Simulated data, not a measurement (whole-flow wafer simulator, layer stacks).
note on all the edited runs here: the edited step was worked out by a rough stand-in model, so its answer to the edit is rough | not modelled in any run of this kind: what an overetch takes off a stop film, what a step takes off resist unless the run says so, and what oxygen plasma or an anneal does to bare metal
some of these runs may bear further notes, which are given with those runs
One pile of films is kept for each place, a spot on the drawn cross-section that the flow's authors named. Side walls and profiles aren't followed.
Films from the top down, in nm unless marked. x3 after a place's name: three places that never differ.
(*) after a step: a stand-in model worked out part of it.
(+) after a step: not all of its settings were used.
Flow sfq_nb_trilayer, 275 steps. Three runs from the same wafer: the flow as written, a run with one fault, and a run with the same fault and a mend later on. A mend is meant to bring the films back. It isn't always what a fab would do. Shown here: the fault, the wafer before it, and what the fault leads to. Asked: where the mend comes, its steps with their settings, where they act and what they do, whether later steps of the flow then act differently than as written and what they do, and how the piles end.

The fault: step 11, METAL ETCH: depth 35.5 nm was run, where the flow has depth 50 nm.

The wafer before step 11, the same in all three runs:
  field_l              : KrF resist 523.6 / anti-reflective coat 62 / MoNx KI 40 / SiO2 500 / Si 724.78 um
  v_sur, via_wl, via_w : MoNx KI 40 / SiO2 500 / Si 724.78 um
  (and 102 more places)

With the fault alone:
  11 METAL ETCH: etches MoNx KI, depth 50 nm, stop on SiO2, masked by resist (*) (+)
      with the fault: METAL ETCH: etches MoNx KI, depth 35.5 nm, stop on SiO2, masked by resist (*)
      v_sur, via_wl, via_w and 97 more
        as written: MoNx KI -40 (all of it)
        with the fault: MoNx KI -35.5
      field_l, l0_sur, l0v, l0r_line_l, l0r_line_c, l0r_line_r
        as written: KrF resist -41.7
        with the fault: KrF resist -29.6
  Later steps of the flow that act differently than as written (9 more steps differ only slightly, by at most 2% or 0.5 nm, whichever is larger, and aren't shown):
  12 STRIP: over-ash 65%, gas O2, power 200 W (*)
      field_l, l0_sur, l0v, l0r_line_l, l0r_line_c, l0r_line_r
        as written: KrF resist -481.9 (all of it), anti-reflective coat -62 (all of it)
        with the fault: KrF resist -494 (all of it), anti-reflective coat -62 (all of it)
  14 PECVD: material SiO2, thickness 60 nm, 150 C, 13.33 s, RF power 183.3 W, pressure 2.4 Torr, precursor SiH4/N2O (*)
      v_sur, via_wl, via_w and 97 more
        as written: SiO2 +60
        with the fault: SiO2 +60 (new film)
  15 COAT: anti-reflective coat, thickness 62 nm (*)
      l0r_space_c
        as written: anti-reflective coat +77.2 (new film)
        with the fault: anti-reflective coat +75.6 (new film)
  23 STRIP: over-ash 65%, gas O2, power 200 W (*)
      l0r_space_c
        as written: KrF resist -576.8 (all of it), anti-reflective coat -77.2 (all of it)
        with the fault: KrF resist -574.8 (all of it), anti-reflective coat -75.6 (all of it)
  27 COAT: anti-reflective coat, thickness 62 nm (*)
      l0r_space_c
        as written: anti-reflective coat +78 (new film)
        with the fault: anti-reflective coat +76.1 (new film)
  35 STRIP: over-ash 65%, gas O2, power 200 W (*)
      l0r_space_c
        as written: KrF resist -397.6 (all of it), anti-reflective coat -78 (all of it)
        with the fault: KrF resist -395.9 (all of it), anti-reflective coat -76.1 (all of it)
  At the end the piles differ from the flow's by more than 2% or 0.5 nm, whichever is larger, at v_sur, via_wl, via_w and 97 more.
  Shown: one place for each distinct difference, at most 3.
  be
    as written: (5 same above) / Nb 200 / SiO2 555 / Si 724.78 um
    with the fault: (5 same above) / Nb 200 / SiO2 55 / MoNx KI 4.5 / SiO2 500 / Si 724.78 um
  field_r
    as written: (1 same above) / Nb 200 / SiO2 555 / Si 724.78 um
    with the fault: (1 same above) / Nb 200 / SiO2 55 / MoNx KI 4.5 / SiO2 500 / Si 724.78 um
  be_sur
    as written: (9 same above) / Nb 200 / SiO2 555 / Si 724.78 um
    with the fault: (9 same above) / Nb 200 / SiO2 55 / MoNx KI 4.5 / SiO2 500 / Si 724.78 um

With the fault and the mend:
  The mend comes after step 12.
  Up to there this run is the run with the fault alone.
  12a COAT: anti-reflective coat, thickness 62 nm (*) (the flow's step 4 once more)
      p4_fl x3, p4_w1 x9, p4_g1 x2 and 59 more
        anti-reflective coat +62 (new film)
      be_sur, gap, jj_sur and 8 more
        anti-reflective coat +63.5 (new film)
      wire, be, moat, field_r, lsp_l
        anti-reflective coat +63.6 (new film)
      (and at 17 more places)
  12b COAT: KrF resist, thickness 600 nm (*) (the flow's step 5 once more)
      p4_fl x3, p4_w1 x9, p4_g1 x2 and 59 more
        KrF resist +600 (new film)
      gap, jj_sur, ce_l and 6 more
        KrF resist +606 (new film)
      l0r_line_l, l0r_line_c, l0r_line_r
        KrF resist +596.2 (new film)
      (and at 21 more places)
  12c SOFTBAKE: KrF resist (the flow's step 6 once more)
      changes no film at any place that is followed
  12d EXPOSE: photomask L0, dose 11.59 mJ/cm2, NA 0.6, wavelength 248 nm (*) (the flow's step 7 once more)
      changes no film at any place that is followed
  12e PEB: KrF resist, 90 s (the flow's step 8 once more)
      p4_fl x3, p4_w1 x9, p4_g1 x2 and 62 more
        KrF resist -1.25
      v_sur, via_w, via_wr and 22 more
        KrF resist -1.27
      field_l, l0_sur, l0v
        KrF resist -1.24
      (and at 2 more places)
  12f DEVELOP: KrF resist, thickness 600 nm, 60 s (the flow's step 9 once more)
      p4_fl x3, p4_w1 x9, p4_g1 x2 and 59 more
        KrF resist -598.7 (all of it)
      jj_sur, ce_l, c5j, ce_r, sp_r, be_r, r_sur
        KrF resist -604.7 (all of it)
      field_l, l0_sur, l0v, l0r_line_l, l0r_line_c, l0r_line_r
        KrF resist -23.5
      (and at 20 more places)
  12g METAL ETCH: etches anti-reflective coat, depth 125 nm, masked by resist (*) (+) (the flow's step 10 once more)
      p4_fl x3, p4_w1 x9, p4_g1 x2 and 59 more
        anti-reflective coat -62 (all of it)
      be_sur, gap, jj_sur and 8 more
        anti-reflective coat -63.5 (all of it)
      field_l, l0_sur, l0v, l0r_line_l, l0r_line_c, l0r_line_r
        KrF resist -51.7
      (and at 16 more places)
  12h METAL ETCH: etches MoNx KI, depth 14.5 nm, stop on SiO2, masked by resist (+) (the flow's step 11 once more, with other settings)
      v_sur, via_wl, via_w and 97 more
        MoNx KI -4.5 (all of it)
      field_l, l0_sur, l0r_line_l, l0r_line_c, l0r_line_r
        KrF resist -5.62
      l0v
        KrF resist -5.63
  12i STRIP: over-ash 65%, gas O2, power 200 W (*) (the flow's step 12 once more)
      l0r_line_l, l0r_line_c, l0r_line_r
        KrF resist -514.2 (all of it), anti-reflective coat -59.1 (all of it)
      field_l
        KrF resist -509.7 (all of it), anti-reflective coat -57 (all of it)
      l0_sur
        KrF resist -511.2 (all of it), anti-reflective coat -54.5 (all of it)
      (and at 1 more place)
  No later step of the flow acts differently than as written at any place that is followed.
  At the end the piles are the same as the flow's at every place that both follow.
